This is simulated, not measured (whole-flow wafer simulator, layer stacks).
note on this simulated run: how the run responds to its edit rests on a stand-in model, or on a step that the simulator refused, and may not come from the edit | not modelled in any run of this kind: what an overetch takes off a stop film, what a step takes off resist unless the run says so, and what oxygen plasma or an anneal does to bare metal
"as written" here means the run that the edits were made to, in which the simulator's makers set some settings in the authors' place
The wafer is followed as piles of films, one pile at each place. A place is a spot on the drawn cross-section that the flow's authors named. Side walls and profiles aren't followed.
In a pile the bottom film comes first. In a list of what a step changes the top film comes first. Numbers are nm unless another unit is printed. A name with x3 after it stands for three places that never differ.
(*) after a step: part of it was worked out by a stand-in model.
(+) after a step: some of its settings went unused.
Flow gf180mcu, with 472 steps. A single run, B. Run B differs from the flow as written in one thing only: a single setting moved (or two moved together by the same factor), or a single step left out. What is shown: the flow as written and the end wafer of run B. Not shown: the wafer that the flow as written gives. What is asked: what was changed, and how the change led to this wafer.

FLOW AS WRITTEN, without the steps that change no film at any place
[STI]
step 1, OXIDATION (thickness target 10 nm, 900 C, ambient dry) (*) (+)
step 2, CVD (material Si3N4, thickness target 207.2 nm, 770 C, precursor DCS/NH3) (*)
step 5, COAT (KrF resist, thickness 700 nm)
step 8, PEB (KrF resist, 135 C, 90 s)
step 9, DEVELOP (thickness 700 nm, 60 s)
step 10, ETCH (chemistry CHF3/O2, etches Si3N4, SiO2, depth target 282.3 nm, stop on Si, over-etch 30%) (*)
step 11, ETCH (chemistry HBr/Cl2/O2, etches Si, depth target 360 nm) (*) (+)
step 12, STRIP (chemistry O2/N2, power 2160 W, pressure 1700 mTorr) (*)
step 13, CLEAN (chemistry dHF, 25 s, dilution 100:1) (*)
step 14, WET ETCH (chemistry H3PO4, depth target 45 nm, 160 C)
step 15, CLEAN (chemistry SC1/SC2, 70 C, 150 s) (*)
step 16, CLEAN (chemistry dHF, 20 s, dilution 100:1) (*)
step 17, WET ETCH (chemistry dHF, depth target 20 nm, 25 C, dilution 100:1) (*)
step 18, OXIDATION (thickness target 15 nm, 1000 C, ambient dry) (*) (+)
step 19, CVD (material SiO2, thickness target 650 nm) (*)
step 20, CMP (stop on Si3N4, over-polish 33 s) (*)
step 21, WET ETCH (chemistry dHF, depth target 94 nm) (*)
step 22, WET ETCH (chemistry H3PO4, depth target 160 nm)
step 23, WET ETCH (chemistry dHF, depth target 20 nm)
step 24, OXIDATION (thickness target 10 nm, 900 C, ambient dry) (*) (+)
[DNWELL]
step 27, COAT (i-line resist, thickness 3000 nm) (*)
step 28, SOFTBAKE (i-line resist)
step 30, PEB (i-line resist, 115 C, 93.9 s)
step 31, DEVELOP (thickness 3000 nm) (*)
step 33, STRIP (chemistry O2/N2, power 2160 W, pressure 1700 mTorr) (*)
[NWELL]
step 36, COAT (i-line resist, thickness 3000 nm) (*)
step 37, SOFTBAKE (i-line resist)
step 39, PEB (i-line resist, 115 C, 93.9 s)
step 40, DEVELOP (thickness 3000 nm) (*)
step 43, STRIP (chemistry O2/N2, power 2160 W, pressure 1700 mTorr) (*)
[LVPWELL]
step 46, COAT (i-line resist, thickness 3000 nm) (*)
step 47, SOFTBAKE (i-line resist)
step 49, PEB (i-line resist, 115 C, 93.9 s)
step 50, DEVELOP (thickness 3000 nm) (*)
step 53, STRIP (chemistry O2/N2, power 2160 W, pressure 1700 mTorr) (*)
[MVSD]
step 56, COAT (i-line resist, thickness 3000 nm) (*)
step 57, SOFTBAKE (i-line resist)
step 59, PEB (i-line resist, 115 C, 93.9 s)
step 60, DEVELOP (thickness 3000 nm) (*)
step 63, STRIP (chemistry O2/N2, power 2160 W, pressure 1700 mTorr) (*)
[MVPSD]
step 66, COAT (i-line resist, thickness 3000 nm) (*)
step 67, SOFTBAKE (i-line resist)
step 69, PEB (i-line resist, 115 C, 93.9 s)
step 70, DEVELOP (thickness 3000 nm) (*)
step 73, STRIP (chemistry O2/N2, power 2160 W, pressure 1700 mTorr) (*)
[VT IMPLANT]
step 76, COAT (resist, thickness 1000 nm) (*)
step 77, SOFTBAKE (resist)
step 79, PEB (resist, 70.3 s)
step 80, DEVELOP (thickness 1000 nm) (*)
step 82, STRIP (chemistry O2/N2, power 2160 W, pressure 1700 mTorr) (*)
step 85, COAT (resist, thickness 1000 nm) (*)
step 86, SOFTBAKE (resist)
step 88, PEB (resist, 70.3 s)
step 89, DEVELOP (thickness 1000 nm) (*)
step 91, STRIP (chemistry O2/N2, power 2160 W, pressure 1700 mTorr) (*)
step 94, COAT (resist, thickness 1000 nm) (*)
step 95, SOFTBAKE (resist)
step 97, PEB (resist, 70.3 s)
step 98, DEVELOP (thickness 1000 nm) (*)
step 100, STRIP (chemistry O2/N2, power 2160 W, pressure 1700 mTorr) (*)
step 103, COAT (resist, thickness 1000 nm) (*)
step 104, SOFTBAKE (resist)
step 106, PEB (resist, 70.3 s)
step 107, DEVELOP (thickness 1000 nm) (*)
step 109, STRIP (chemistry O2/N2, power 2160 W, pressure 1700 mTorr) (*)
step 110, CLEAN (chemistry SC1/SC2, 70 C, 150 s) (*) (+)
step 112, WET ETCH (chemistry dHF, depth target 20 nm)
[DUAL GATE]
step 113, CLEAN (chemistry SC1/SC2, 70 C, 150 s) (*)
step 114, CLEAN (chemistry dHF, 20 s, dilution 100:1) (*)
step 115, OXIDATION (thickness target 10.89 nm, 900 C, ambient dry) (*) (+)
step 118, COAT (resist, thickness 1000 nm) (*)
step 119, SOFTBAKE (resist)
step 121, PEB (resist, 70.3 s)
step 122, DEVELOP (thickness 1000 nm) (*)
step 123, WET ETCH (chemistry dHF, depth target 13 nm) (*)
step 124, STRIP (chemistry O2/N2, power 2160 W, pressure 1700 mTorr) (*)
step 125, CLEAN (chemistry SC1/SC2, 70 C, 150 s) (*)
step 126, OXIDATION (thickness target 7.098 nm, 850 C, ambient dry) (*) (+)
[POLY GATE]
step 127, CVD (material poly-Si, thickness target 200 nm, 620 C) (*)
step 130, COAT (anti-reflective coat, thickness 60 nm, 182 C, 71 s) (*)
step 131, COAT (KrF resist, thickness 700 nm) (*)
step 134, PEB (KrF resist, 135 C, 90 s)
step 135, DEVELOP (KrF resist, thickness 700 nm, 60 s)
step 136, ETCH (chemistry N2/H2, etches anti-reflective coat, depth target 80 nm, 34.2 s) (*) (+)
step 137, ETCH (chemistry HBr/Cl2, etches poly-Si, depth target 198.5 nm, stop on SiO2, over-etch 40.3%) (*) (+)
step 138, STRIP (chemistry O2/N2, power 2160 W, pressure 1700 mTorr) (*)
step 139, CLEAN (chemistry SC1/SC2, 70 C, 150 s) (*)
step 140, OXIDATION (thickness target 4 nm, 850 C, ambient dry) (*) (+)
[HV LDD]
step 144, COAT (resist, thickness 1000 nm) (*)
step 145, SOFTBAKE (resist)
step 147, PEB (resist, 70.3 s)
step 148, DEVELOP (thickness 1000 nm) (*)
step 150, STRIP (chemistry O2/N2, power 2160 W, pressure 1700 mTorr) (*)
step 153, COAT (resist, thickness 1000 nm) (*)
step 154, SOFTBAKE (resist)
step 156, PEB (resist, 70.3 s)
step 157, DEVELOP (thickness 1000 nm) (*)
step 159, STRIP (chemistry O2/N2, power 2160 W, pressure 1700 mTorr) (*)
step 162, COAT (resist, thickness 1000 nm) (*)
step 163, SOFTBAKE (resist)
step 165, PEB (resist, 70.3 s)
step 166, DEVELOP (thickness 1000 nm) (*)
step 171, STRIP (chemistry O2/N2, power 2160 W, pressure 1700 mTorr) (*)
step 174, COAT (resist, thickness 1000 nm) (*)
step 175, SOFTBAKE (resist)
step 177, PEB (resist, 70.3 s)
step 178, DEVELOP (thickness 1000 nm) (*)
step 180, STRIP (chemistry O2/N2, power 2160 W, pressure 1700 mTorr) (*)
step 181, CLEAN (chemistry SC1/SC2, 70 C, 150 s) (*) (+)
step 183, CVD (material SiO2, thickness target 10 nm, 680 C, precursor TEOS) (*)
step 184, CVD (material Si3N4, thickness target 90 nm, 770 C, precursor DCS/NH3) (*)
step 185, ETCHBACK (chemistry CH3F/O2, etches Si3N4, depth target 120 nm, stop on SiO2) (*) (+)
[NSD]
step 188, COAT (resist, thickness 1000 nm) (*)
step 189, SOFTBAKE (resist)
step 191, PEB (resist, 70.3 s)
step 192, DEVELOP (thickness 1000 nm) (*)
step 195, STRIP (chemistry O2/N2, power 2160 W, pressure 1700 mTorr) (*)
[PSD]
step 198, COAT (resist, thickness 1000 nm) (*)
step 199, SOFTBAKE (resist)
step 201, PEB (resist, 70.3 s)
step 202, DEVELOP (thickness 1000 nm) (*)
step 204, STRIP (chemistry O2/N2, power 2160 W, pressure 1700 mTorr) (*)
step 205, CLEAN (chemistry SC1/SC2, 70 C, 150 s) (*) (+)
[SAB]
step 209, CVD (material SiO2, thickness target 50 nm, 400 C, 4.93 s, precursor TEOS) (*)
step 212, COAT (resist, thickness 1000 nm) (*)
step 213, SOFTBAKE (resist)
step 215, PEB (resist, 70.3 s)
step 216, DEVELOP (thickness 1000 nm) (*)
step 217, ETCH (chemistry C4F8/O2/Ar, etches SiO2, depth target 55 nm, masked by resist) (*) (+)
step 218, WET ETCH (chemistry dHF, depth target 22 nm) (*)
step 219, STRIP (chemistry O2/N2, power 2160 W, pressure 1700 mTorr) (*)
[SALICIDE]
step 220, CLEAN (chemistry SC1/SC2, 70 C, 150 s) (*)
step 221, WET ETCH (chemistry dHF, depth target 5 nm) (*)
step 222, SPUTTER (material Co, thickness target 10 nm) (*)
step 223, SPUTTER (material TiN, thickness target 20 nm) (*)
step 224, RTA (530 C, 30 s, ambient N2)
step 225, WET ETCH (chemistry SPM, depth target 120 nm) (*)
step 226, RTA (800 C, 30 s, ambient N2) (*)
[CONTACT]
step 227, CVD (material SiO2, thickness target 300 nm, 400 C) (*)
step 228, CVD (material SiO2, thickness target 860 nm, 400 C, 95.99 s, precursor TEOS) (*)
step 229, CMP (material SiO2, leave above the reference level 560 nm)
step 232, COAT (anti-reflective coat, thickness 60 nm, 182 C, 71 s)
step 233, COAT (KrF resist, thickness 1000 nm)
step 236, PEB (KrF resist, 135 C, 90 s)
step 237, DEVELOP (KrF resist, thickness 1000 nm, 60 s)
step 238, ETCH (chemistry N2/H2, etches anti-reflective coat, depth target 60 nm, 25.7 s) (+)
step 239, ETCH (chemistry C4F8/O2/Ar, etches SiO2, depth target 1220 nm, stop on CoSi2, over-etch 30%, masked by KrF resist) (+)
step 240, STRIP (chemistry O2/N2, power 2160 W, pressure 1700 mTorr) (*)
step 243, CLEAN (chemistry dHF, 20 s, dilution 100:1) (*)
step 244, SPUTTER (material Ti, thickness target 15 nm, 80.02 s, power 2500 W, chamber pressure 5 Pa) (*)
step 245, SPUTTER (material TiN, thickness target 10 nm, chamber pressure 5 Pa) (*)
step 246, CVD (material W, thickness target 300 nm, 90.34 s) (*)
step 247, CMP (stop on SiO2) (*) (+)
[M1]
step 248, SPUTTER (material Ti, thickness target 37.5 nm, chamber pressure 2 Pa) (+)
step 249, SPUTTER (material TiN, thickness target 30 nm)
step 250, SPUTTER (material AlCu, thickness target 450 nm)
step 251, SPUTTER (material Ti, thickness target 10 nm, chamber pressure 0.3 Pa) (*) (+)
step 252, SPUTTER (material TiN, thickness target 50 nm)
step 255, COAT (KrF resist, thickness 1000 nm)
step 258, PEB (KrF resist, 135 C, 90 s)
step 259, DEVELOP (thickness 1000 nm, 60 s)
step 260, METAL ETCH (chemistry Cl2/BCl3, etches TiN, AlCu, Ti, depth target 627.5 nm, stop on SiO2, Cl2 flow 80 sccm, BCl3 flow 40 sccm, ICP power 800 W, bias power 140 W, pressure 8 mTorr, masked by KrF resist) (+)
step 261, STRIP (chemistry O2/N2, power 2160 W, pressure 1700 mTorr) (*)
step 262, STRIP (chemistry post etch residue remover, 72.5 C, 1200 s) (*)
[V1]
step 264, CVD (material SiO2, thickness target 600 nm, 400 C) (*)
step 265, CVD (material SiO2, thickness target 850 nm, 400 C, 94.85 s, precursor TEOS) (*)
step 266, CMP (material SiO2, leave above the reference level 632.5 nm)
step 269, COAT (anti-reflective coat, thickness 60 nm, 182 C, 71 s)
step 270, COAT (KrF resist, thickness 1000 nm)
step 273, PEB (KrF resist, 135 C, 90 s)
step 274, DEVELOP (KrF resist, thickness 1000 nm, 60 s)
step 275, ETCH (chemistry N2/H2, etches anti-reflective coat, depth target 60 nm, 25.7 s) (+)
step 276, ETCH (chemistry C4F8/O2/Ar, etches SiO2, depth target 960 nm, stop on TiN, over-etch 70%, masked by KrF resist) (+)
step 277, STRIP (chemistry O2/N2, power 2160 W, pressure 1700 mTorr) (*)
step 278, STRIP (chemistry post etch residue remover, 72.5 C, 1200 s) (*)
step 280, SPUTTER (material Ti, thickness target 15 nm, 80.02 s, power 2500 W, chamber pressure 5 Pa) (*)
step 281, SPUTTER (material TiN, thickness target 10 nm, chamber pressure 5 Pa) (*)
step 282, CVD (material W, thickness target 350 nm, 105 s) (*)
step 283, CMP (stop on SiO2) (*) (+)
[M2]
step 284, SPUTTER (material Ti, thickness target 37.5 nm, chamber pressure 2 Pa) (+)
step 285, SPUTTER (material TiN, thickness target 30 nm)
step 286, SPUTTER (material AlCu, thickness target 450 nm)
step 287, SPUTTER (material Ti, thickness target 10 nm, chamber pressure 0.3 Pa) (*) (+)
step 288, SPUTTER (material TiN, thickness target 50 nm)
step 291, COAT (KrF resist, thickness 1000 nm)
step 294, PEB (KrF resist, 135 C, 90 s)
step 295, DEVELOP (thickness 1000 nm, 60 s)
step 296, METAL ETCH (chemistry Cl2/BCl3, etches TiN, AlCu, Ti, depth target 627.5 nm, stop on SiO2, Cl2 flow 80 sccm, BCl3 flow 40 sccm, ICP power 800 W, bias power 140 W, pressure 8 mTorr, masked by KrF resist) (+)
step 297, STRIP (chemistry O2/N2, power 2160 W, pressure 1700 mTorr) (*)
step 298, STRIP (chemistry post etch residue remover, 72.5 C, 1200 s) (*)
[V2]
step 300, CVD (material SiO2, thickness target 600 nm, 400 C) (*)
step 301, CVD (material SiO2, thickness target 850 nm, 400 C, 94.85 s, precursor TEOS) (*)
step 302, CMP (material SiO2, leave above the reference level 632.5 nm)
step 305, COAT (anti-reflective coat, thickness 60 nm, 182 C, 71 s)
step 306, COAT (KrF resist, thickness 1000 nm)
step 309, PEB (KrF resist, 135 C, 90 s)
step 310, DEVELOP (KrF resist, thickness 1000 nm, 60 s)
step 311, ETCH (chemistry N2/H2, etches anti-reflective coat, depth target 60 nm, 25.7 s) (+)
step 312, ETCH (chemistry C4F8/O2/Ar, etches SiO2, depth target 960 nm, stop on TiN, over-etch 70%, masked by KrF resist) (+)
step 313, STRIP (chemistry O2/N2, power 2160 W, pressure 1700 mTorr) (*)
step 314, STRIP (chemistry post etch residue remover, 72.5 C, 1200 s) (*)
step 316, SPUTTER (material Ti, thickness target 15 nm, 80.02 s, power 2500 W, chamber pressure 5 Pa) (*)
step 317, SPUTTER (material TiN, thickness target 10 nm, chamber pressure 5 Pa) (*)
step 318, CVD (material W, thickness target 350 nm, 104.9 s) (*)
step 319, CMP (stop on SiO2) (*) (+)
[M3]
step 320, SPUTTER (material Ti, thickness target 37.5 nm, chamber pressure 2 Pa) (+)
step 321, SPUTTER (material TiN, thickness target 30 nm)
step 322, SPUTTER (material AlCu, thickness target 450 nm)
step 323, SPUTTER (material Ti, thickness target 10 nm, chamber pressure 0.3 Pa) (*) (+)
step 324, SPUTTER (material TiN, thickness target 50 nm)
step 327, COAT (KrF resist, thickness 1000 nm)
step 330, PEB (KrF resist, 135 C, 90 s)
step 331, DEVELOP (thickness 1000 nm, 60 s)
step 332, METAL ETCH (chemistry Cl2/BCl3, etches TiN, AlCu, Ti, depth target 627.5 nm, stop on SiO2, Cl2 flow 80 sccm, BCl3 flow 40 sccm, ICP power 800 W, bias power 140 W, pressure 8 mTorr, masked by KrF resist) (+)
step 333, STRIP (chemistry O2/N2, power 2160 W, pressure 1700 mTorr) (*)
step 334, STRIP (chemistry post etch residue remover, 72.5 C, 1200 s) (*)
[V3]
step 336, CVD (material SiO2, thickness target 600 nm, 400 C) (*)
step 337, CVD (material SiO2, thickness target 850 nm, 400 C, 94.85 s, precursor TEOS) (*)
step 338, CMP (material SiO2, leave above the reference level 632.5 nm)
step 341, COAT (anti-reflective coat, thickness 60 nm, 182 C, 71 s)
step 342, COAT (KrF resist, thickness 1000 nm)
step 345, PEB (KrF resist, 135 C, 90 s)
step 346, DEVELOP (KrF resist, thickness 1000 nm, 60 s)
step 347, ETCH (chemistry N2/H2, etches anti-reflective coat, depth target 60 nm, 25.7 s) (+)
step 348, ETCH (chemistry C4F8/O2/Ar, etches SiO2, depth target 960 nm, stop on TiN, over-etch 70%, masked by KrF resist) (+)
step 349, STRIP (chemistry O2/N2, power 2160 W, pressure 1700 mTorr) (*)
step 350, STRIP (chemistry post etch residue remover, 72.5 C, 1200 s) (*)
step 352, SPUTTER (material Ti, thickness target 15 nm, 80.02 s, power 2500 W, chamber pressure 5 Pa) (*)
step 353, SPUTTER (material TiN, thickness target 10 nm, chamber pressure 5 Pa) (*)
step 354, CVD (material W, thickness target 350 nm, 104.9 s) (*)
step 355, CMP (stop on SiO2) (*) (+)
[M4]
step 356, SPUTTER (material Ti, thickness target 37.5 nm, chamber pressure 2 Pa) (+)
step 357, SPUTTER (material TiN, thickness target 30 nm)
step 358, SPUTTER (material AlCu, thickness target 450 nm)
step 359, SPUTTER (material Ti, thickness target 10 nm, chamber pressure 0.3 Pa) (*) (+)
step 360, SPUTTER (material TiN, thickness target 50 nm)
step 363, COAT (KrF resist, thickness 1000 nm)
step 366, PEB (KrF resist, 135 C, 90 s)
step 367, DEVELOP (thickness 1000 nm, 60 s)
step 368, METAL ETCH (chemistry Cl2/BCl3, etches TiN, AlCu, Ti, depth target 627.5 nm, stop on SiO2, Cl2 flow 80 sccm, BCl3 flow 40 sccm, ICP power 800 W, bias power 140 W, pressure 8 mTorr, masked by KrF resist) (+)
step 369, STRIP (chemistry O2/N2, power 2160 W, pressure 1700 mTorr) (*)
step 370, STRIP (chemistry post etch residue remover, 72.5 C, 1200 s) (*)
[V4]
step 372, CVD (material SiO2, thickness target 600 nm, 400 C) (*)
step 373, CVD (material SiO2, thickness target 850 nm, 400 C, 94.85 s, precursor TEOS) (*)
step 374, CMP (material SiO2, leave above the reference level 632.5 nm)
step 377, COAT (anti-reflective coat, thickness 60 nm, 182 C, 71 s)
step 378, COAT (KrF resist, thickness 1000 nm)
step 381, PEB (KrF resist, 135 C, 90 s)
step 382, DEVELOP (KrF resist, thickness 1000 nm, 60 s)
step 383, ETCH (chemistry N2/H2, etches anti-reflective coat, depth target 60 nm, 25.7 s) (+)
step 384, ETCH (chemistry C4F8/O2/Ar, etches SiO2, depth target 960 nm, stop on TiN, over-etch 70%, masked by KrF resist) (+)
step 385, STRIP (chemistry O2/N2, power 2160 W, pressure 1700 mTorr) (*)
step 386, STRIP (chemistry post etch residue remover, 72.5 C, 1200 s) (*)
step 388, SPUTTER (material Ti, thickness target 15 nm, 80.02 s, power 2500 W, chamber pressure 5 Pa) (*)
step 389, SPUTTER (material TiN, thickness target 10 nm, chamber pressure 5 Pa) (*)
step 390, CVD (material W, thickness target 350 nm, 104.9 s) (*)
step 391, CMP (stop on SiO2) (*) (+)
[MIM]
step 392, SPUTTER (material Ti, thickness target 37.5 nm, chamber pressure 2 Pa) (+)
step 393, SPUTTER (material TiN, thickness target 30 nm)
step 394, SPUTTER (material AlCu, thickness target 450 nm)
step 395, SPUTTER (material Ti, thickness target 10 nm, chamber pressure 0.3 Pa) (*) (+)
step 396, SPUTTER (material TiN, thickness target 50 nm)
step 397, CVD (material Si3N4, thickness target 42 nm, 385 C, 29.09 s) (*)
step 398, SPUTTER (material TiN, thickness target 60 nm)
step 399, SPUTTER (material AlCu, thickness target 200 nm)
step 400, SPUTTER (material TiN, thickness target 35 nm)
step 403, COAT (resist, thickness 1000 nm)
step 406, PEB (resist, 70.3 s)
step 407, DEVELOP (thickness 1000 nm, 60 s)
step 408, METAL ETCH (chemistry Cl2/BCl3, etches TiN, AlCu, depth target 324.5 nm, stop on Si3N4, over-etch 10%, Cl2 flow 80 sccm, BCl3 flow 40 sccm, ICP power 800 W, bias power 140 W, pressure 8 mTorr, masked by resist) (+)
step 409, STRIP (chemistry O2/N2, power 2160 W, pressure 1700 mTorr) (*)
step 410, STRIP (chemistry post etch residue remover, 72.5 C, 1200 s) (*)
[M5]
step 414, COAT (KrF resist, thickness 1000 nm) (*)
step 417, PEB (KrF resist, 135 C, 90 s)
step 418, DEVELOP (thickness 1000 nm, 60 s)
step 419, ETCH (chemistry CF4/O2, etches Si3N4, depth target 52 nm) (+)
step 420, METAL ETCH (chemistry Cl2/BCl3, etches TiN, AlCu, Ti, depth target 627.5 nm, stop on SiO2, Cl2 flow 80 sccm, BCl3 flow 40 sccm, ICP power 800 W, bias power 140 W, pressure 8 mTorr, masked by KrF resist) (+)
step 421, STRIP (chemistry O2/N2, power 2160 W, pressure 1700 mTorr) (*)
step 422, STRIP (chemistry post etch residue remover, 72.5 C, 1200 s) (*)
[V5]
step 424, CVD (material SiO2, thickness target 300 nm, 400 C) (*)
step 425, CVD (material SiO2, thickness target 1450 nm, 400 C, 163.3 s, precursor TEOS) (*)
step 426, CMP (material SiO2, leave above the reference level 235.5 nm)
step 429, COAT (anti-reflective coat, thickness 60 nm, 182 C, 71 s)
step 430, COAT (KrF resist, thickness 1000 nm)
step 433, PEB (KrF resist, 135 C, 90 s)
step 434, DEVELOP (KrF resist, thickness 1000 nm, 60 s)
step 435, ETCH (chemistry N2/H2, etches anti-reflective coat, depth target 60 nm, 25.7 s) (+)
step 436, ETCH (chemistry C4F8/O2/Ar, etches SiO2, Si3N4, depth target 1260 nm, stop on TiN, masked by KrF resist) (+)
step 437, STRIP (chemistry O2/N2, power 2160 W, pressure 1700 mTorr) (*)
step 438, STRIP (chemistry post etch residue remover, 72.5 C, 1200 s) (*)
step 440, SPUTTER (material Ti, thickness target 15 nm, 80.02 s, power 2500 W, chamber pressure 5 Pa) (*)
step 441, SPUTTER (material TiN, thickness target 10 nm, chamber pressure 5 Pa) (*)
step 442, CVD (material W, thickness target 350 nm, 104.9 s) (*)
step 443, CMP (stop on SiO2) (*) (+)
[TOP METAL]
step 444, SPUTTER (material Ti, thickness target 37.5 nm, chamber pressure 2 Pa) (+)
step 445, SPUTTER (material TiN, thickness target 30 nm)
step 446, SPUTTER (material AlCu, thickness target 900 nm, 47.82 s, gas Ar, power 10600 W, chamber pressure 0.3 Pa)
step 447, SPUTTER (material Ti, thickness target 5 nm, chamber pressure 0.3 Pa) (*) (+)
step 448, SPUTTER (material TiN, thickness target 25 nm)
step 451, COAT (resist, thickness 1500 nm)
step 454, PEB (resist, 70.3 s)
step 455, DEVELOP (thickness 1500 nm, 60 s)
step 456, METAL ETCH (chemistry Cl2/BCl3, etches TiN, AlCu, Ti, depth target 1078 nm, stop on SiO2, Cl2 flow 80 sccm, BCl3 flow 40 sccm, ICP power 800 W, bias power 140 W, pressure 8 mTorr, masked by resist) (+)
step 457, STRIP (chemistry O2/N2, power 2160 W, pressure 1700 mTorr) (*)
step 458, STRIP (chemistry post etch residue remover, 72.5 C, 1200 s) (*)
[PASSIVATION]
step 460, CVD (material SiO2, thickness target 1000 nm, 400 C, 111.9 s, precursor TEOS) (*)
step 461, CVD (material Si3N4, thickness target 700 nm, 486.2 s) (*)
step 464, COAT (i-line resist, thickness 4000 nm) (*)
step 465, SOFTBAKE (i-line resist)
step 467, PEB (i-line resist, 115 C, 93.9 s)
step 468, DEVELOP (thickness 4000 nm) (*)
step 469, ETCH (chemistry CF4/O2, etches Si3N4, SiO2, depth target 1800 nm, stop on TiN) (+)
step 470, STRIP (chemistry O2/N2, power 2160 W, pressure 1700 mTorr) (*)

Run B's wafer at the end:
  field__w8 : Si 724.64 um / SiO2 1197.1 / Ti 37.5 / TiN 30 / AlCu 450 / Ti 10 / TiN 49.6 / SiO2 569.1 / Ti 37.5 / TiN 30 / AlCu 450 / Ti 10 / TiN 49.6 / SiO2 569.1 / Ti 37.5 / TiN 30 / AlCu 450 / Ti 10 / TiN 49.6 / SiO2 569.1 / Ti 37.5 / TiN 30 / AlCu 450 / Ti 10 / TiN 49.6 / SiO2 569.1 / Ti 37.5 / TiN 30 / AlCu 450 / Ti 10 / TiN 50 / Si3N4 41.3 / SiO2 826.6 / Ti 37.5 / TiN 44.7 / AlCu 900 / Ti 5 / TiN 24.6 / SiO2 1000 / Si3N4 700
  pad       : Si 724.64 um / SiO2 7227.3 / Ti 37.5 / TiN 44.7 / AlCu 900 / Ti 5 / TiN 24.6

The reason: step 445, SPUTTER: thickness target 44.7 nm was run, though the flow has thickness target 30 nm.
The wafer lets one read it off: field__w8 has TiN 44.7, and step 445 as written asks for 30 nm.

The path from the change to this, step by step:
  step 445, SPUTTER (material TiN, thickness target 30 nm)
      field, field__w1, field__w2 and 109 more: +44.7 TiN (new film) (it would be, as written: +30 TiN (new film))
  step 456, METAL ETCH (chemistry Cl2/BCl3, etches TiN, AlCu, Ti, depth target 1078 nm, stop on SiO2, Cl2 flow 80 sccm, BCl3 flow 40 sccm, ICP power 800 W, bias power 140 W, pressure 8 mTorr, masked by resist) (+)
      field, field__w1, field__w2 and 103 more: -25 TiN (all of it), -5 Ti (all of it), -900 AlCu (all of it), -44.7 TiN (all of it), -37.5 Ti (all of it) (it would be, as written: -25 TiN (all of it), -5 Ti (all of it), -900 AlCu (all of it), -30 TiN (all of it), -37.5 Ti (all of it))
  step 465, SOFTBAKE (i-line resist)
      gate: -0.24 i-line resist (it would be, as written: +1.79 i-line resist)
      ld_fp_p, ld_drift_p: +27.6 i-line resist (it would be, as written: +33.8 i-line resist)
      (as well as at 62 more places)
